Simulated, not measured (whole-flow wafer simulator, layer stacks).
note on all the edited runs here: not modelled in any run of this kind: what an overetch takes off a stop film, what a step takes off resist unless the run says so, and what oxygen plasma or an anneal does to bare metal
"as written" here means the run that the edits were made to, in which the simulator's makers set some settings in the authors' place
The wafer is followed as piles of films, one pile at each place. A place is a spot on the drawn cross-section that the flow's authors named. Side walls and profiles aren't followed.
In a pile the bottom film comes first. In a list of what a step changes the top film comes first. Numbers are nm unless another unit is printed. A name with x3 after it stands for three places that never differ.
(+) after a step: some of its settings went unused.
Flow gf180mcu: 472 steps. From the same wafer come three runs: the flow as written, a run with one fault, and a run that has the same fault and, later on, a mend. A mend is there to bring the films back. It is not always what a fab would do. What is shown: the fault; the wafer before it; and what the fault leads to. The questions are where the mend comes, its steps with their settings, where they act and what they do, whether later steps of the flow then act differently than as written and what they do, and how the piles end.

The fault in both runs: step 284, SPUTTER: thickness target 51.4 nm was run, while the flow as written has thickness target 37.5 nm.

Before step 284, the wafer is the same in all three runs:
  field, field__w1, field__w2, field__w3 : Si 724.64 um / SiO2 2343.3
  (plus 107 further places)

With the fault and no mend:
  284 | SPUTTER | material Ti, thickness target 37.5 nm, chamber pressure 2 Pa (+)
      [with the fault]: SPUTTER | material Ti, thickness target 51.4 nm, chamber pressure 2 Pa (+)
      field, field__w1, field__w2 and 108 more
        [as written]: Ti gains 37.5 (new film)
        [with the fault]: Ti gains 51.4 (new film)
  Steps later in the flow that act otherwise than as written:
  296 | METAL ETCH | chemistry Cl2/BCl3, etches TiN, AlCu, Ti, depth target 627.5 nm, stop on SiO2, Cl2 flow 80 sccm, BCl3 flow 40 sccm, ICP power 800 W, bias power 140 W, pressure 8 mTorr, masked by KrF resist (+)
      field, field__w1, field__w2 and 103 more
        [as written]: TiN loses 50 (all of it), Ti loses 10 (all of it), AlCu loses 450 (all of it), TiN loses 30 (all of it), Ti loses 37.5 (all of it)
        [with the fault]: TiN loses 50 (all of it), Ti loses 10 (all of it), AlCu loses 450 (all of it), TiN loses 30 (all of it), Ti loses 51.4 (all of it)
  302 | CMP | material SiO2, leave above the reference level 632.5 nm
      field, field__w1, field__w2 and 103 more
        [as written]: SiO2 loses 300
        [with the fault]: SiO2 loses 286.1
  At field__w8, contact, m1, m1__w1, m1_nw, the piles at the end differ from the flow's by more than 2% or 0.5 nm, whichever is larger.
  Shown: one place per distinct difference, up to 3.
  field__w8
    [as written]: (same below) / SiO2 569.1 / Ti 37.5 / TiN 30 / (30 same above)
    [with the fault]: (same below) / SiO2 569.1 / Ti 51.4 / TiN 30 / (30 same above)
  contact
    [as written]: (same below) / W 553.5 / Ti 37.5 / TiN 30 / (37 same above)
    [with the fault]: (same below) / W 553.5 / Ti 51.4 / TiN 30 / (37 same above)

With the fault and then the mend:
  After step 284 comes the mend.
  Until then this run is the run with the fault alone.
  284a | METAL ETCH | chemistry Cl2/BCl3, etches TiN, AlCu, Ti, depth target 13.9 nm, Cl2 flow 80 sccm, BCl3 flow 40 sccm, ICP power 800 W, bias power 140 W, pressure 8 mTorr (the flow's step 260, run once more with other settings)
      field, field__w1, field__w2 and 108 more
        Ti loses 13.9
  Every later step of the flow that is run acts as written at every place that is followed.
  At every place that both follow, the piles at the end match the flow's.
